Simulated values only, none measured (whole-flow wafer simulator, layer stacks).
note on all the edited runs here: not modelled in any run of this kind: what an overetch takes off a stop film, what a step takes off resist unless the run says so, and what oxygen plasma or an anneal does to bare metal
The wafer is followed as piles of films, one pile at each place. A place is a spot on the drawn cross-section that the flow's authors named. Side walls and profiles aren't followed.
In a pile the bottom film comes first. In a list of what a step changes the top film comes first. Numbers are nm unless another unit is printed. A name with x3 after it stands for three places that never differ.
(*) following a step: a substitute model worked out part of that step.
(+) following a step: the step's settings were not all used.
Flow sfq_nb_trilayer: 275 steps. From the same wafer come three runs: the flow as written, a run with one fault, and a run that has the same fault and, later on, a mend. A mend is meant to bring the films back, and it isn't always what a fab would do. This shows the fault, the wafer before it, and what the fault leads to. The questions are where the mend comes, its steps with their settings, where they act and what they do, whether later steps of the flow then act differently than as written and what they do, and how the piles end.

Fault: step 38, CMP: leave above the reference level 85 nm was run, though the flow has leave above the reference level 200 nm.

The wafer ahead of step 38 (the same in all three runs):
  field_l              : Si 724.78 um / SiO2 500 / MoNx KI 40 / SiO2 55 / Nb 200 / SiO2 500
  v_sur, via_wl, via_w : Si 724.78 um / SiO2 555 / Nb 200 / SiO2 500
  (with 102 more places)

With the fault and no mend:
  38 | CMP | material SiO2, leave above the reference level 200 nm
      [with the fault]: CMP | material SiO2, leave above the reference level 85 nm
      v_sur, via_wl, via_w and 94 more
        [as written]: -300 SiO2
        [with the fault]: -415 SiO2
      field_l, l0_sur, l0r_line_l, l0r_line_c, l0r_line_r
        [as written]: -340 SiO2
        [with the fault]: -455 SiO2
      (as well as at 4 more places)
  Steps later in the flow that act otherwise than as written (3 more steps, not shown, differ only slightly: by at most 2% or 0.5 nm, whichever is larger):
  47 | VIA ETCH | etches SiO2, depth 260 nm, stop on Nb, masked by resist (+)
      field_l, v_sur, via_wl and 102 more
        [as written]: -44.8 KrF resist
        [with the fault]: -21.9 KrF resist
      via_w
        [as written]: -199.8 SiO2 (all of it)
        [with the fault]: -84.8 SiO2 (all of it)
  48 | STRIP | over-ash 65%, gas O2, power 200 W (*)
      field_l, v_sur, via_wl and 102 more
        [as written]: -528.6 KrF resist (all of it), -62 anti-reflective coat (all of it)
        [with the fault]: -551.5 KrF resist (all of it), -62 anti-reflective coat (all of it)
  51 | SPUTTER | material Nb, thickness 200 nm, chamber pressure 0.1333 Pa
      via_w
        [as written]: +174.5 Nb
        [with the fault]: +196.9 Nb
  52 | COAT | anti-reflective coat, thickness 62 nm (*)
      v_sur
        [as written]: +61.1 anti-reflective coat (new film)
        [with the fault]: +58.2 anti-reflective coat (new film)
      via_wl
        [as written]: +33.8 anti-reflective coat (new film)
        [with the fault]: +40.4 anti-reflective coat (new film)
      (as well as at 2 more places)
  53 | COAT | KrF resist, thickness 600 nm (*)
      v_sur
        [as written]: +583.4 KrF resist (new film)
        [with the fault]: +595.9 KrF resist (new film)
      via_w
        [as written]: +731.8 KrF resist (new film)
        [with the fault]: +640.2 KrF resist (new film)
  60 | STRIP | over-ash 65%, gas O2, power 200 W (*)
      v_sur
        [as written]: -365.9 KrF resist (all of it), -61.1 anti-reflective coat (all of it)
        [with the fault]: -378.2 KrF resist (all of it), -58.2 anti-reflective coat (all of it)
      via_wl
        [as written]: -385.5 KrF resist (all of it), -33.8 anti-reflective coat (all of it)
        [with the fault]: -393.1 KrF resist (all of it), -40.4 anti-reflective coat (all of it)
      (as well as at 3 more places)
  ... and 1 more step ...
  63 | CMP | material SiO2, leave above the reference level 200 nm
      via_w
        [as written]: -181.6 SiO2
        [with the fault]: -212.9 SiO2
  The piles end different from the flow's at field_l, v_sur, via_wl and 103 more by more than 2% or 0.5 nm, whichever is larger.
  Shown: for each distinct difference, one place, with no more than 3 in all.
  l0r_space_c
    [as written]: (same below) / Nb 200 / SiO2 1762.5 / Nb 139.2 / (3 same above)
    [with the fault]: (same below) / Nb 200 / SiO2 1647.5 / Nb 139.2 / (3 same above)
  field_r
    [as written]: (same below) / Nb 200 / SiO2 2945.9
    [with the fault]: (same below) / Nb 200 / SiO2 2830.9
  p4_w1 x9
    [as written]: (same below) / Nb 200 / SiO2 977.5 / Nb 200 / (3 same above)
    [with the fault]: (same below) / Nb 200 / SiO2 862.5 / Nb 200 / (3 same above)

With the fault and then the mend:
  The mend follows step 39.
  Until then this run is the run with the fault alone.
  39a | PECVD | material SiO2, thickness 115 nm, 150 C, 25.56 s, RF power 183.3 W, pressure 2.4 Torr, precursor SiH4/N2O (the flow's step 37, run once more with other settings)
      field_l, v_sur, via_wl and 103 more
        +115 SiO2
  Later steps of the flow that are run all act as written at every place that is followed.
  By the end, the piles equal the flow's at every place that both follow.
